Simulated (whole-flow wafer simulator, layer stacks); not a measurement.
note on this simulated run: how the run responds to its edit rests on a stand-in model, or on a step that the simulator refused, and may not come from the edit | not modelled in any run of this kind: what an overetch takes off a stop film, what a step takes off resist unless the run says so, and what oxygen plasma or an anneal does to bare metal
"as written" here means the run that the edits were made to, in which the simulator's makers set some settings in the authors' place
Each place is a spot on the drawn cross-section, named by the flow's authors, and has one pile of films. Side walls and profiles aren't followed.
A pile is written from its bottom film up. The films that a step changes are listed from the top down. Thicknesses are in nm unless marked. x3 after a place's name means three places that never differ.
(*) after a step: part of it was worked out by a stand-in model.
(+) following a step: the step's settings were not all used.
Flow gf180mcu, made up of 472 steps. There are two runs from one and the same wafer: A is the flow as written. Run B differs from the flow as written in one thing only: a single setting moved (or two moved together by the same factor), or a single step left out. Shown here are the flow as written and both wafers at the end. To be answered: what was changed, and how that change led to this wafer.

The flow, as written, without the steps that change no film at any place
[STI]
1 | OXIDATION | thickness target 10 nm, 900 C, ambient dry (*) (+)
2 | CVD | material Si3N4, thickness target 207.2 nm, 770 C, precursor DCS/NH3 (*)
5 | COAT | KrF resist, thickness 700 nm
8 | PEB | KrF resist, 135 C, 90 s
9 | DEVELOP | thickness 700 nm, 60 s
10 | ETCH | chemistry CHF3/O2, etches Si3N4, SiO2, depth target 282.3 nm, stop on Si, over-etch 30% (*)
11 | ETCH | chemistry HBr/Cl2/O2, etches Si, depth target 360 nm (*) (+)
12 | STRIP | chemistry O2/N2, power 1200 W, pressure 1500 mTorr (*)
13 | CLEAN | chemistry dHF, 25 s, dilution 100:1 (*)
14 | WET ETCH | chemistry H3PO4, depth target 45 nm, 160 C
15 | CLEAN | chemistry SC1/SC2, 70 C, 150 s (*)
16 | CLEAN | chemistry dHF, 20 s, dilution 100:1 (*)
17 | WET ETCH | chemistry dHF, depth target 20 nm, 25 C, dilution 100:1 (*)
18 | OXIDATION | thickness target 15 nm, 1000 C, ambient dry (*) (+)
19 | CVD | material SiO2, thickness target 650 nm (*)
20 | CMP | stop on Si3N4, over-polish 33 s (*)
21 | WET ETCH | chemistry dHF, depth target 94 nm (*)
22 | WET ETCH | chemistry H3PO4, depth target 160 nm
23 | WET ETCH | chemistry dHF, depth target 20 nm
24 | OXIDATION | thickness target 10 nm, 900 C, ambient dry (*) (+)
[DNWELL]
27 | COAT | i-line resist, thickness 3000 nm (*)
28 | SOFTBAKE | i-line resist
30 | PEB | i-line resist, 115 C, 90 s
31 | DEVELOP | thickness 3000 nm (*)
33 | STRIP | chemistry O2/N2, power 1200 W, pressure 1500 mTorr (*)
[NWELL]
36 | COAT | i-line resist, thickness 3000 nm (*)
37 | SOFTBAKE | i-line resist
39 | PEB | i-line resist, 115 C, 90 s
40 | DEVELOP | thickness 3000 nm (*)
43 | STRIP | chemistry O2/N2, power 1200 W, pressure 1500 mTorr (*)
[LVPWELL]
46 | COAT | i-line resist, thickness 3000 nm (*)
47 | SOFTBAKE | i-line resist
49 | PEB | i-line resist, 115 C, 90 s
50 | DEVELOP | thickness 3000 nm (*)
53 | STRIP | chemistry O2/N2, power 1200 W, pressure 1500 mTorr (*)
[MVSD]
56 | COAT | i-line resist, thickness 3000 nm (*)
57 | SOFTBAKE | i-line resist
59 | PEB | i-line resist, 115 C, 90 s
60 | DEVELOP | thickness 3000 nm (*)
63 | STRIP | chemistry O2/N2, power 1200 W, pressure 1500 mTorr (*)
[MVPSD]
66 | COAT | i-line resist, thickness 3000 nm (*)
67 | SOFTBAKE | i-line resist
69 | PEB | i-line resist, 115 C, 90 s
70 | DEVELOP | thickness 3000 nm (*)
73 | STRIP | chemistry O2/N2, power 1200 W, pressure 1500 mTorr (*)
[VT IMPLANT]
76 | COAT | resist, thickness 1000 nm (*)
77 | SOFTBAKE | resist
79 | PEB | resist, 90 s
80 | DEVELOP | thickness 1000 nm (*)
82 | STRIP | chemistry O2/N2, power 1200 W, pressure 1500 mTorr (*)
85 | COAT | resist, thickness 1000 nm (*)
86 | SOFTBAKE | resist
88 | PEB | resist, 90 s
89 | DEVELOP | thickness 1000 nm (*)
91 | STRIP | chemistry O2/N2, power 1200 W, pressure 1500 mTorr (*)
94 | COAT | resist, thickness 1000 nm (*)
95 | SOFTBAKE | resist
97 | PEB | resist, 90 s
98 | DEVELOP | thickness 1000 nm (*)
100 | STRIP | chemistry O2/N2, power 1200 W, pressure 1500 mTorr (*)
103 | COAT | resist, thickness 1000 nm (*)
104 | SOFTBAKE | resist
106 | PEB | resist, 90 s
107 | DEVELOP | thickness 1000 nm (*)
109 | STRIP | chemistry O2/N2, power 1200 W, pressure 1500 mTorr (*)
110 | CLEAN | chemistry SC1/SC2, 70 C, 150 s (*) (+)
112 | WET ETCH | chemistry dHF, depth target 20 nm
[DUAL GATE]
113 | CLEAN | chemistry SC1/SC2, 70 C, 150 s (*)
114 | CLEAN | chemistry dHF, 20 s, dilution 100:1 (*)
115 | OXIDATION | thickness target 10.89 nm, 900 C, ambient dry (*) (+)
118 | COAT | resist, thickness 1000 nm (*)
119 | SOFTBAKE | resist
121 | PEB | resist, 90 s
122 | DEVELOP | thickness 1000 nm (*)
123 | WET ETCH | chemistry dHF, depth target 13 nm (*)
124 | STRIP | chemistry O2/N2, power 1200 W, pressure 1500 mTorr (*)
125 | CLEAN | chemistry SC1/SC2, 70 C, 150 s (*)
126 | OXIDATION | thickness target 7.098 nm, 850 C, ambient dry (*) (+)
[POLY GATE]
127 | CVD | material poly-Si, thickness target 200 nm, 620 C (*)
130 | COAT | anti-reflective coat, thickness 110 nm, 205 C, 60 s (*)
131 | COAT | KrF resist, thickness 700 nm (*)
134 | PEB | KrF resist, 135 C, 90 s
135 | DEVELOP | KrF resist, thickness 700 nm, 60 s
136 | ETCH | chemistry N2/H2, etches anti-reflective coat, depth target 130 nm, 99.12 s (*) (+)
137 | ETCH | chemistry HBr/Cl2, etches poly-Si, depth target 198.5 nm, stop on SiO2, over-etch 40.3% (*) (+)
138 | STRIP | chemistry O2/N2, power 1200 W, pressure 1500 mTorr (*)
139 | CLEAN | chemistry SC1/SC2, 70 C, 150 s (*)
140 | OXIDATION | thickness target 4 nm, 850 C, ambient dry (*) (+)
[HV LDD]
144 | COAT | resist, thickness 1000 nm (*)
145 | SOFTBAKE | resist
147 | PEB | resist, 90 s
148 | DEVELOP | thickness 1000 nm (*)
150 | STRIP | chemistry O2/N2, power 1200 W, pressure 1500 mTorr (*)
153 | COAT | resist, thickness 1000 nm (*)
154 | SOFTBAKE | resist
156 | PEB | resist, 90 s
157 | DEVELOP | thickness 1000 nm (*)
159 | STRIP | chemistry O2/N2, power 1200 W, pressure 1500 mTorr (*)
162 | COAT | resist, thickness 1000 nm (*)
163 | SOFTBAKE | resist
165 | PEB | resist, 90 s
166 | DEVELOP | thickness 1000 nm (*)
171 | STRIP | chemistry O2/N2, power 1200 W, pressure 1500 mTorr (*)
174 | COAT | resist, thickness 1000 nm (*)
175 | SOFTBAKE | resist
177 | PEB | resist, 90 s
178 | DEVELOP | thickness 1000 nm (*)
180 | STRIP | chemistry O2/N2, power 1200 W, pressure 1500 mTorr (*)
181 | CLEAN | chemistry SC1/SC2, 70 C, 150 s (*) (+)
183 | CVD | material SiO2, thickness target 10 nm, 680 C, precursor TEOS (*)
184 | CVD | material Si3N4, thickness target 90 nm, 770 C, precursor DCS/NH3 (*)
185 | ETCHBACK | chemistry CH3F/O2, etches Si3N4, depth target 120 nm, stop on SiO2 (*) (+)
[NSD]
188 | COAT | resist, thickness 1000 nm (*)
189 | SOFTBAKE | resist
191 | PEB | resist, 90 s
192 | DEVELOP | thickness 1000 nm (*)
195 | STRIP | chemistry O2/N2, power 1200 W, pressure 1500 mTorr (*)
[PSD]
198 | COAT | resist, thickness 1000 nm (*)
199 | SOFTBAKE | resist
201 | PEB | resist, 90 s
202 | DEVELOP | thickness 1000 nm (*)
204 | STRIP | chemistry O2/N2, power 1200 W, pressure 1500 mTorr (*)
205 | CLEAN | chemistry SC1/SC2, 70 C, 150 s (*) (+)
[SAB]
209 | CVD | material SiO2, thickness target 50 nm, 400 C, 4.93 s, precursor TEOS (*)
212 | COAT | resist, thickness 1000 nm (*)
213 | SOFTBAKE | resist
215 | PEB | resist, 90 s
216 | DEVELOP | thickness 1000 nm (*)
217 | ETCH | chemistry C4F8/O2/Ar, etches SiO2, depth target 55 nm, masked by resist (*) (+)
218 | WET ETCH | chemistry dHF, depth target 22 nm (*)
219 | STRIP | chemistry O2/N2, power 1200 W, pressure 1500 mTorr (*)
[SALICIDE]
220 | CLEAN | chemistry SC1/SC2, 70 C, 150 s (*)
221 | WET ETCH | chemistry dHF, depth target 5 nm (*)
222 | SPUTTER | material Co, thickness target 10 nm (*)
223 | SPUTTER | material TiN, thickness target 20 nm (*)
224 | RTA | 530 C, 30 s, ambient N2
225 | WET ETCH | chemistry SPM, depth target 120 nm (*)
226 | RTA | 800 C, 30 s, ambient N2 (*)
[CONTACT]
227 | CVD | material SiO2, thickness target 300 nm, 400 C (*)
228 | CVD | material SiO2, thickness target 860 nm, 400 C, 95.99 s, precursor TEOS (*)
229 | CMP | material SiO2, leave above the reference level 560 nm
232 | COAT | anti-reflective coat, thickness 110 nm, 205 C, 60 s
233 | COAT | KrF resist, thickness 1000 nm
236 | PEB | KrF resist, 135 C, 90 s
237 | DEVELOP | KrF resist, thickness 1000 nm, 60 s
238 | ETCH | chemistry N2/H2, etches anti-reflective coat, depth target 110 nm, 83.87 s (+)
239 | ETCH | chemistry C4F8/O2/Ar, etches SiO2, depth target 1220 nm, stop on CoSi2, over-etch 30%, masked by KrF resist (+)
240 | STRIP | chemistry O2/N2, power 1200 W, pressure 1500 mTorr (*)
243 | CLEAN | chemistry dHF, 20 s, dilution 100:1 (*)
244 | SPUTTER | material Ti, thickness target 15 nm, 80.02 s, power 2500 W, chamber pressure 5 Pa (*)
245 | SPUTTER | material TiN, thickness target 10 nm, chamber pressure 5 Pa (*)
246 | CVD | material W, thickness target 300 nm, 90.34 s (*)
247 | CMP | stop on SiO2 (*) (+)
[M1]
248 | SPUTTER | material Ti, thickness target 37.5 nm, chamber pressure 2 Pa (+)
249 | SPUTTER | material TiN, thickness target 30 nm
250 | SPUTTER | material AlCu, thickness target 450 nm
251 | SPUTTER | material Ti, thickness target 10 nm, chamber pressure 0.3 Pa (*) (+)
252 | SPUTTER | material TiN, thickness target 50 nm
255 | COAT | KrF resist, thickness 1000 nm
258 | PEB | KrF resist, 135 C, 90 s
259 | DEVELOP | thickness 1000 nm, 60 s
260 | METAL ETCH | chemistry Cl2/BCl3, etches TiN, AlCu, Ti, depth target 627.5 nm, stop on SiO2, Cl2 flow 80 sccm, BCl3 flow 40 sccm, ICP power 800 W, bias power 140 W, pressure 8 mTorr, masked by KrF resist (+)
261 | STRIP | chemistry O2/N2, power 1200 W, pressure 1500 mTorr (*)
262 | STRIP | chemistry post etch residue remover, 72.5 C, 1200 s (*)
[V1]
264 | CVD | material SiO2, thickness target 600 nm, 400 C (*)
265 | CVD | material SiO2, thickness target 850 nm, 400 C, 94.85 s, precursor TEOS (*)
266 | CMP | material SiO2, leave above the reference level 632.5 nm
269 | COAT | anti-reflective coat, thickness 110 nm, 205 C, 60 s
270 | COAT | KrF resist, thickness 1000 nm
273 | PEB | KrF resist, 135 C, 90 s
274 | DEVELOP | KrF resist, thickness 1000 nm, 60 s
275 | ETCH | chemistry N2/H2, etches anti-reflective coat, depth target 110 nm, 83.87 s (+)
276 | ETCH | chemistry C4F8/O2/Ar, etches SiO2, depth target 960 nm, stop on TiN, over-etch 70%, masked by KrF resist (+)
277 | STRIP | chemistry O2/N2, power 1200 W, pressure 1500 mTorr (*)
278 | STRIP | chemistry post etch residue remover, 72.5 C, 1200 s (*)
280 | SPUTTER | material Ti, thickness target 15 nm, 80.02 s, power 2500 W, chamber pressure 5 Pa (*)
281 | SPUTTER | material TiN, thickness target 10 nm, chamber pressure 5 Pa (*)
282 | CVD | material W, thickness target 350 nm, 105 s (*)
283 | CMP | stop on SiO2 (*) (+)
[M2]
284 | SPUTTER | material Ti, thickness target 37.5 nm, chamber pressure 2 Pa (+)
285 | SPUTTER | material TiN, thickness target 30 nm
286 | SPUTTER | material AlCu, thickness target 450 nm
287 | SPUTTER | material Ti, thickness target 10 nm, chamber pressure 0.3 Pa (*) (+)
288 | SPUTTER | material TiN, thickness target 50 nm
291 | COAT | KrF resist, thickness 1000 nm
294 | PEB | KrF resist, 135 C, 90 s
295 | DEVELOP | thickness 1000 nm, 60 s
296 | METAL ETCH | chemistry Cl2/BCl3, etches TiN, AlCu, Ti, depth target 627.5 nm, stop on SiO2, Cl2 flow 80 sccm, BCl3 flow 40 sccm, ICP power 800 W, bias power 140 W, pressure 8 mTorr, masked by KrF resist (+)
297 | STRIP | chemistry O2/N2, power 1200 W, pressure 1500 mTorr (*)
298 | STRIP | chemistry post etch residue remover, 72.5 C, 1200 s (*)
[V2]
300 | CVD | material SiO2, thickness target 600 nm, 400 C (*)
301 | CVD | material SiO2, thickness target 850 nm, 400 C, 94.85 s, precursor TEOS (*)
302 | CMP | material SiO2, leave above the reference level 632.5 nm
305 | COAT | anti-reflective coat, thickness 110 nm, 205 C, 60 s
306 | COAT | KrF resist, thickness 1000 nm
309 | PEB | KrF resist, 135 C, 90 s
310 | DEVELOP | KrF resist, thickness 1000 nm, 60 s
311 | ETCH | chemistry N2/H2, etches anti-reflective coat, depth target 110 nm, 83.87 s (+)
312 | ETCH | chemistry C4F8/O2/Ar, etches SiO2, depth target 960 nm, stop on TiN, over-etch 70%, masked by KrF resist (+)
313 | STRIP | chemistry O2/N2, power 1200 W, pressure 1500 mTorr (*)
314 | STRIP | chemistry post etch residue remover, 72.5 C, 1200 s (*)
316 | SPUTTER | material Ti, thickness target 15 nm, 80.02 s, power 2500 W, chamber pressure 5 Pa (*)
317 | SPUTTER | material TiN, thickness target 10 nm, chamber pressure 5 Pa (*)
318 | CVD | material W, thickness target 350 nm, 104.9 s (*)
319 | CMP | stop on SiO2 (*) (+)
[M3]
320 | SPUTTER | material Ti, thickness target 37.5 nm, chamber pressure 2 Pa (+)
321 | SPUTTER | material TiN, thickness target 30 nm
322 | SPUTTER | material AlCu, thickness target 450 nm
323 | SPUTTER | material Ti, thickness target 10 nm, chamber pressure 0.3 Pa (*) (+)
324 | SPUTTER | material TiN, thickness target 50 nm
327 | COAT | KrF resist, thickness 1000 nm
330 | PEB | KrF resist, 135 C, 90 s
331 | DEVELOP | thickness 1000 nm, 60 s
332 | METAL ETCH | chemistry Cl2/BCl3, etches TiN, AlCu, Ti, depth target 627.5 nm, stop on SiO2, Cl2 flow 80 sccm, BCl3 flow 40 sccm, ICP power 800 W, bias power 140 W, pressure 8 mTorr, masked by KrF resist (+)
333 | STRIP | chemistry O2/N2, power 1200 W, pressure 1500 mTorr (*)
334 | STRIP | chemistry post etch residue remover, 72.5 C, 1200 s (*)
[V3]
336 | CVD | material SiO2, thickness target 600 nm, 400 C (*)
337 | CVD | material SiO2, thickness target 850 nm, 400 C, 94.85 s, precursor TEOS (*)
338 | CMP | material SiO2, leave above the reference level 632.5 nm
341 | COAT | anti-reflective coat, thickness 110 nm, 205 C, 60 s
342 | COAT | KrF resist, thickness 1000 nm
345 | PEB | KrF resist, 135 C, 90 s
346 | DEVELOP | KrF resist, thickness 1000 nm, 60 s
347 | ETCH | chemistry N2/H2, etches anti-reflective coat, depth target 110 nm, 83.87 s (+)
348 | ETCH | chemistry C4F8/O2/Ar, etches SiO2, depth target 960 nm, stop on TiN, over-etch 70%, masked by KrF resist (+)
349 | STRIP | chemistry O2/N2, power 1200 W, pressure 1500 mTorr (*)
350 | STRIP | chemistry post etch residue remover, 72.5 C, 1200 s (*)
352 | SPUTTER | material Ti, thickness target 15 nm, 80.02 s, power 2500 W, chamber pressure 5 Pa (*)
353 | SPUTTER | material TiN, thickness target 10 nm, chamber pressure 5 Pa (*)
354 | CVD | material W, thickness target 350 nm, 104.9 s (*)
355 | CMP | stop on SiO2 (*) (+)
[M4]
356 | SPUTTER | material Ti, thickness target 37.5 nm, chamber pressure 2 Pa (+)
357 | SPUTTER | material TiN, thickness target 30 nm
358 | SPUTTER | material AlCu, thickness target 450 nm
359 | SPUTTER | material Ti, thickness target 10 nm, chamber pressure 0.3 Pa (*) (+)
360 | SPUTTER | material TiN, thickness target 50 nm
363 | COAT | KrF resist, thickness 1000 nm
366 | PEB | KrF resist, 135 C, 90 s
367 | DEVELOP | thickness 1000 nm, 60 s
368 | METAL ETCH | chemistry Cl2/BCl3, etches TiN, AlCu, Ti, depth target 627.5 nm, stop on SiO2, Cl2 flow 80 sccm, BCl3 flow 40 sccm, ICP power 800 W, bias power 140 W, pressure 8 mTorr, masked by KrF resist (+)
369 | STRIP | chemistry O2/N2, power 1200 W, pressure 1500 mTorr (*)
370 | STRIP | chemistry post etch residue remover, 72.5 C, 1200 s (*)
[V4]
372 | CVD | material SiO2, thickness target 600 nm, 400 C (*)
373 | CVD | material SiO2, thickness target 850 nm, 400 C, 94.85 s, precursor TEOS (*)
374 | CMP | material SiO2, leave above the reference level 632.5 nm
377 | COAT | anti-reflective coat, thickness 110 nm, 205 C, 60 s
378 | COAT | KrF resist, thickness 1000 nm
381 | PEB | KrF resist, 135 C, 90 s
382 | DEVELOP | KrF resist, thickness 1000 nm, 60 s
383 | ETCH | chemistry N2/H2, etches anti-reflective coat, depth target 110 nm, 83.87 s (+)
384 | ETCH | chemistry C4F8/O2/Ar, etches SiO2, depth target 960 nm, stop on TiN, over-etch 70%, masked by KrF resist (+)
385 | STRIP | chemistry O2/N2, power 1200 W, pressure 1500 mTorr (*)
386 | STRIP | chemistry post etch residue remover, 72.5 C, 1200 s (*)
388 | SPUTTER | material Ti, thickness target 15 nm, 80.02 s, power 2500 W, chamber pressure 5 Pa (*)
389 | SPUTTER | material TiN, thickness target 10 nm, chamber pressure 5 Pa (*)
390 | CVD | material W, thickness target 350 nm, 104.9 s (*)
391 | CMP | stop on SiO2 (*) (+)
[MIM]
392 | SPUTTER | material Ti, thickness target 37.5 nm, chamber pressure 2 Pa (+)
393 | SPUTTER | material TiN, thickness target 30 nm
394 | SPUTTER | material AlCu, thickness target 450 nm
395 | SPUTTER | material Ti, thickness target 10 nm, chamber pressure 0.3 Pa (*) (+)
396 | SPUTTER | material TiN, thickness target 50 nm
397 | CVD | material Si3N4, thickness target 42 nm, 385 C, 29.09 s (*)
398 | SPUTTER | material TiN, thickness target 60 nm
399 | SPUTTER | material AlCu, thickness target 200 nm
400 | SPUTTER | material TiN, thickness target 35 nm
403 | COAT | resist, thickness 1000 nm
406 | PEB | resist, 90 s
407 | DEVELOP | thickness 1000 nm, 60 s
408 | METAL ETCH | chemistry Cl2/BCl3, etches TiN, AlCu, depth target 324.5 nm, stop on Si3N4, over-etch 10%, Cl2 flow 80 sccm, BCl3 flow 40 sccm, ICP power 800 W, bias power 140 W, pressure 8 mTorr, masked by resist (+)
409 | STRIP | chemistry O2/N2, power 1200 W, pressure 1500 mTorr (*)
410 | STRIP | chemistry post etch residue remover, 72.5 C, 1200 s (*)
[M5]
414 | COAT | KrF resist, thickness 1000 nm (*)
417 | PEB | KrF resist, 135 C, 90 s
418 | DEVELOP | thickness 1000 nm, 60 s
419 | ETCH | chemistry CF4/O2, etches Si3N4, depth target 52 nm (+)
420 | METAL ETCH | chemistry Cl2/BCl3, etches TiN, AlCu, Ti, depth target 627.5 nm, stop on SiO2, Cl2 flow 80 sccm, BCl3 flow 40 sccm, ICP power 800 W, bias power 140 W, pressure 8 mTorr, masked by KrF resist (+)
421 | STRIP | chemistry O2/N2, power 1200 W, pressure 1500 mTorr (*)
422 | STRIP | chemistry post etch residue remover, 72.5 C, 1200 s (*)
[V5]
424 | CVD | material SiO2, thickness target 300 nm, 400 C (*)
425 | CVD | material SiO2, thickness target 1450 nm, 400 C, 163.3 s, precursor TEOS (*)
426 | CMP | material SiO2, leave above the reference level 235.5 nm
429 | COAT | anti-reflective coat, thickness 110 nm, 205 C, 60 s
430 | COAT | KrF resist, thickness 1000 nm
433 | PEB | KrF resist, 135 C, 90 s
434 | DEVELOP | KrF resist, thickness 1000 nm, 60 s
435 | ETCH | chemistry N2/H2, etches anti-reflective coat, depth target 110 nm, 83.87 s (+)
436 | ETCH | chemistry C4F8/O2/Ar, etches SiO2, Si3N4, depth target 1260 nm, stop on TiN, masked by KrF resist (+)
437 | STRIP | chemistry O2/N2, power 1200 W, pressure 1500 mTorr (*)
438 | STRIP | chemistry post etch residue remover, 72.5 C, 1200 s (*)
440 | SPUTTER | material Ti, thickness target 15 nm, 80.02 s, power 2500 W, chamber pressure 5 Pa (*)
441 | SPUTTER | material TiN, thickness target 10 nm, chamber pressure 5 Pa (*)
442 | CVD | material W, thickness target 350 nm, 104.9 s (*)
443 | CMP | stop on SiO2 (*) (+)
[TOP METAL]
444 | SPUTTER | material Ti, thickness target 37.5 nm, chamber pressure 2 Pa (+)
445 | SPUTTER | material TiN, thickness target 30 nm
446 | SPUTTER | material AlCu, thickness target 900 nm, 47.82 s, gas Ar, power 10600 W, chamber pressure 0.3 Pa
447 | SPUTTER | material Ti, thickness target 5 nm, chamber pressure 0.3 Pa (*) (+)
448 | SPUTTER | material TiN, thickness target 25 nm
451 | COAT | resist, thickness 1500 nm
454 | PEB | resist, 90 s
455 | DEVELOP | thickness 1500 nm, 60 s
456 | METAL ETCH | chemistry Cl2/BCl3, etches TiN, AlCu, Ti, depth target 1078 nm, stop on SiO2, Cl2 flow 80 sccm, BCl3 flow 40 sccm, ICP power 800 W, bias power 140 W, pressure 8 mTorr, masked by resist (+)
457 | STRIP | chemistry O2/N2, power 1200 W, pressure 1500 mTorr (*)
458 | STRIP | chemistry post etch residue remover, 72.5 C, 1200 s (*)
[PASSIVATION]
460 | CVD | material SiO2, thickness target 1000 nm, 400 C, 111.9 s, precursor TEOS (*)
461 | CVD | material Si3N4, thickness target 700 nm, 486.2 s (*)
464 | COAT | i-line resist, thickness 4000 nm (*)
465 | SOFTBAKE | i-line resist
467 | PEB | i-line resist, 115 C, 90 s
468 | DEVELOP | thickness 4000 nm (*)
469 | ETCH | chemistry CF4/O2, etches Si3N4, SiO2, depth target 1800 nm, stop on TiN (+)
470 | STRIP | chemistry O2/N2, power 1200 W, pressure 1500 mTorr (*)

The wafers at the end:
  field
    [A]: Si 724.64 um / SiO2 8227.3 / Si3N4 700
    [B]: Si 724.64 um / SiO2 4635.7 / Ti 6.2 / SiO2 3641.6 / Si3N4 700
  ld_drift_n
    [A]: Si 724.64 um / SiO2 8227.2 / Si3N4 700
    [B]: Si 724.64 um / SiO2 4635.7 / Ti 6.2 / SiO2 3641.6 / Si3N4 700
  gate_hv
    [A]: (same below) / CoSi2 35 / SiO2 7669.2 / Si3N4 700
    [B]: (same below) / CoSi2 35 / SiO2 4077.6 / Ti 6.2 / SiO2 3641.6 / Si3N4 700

What caused this: step 358, SPUTTER: thickness target 506.2 nm was run, though the flow has thickness target 450 nm.

Step by step, how the change led to this:
  358 | SPUTTER | material AlCu, thickness target 450 nm
      field, field__w1, field__w2 and 108 more: A AlCu gains 450 (new film) | B AlCu gains 506.2 (new film)
  368 | METAL ETCH | chemistry Cl2/BCl3, etches TiN, AlCu, Ti, depth target 627.5 nm, stop on SiO2, Cl2 flow 80 sccm, BCl3 flow 40 sccm, ICP power 800 W, bias power 140 W, pressure 8 mTorr, masked by KrF resist (+)
      field, field__w1, field__w2 and 103 more: A TiN loses 50 (all of it), Ti loses 10 (all of it), AlCu loses 450 (all of it), TiN loses 30 (all of it), Ti loses 37.5 (all of it) | B TiN loses 50 (all of it), Ti loses 10 (all of it), AlCu loses 506.2 (all of it), TiN loses 30 (all of it), Ti loses 31.3
  372 | CVD | material SiO2, thickness target 600 nm, 400 C (*)
      field, field__w1, field__w2 and 103 more: A SiO2 gains 600 | B SiO2 gains 600 (new film)
  374 | CMP | material SiO2, leave above the reference level 632.5 nm
      field, field__w1, field__w2 and 103 more: A SiO2 loses 300 | B SiO2 loses 250
Taking metal films that touch as one body, field has 1 body; the flow as written gives 0 bodies.
Taking metal films that touch as one body, ld_drift_n has 1 body; the flow as written gives 0 bodies.
Taking metal films that touch as one body, gate_hv has 2 bodies (between them, from the top down: SiO2 4077.6); the flow as written gives 1 body.
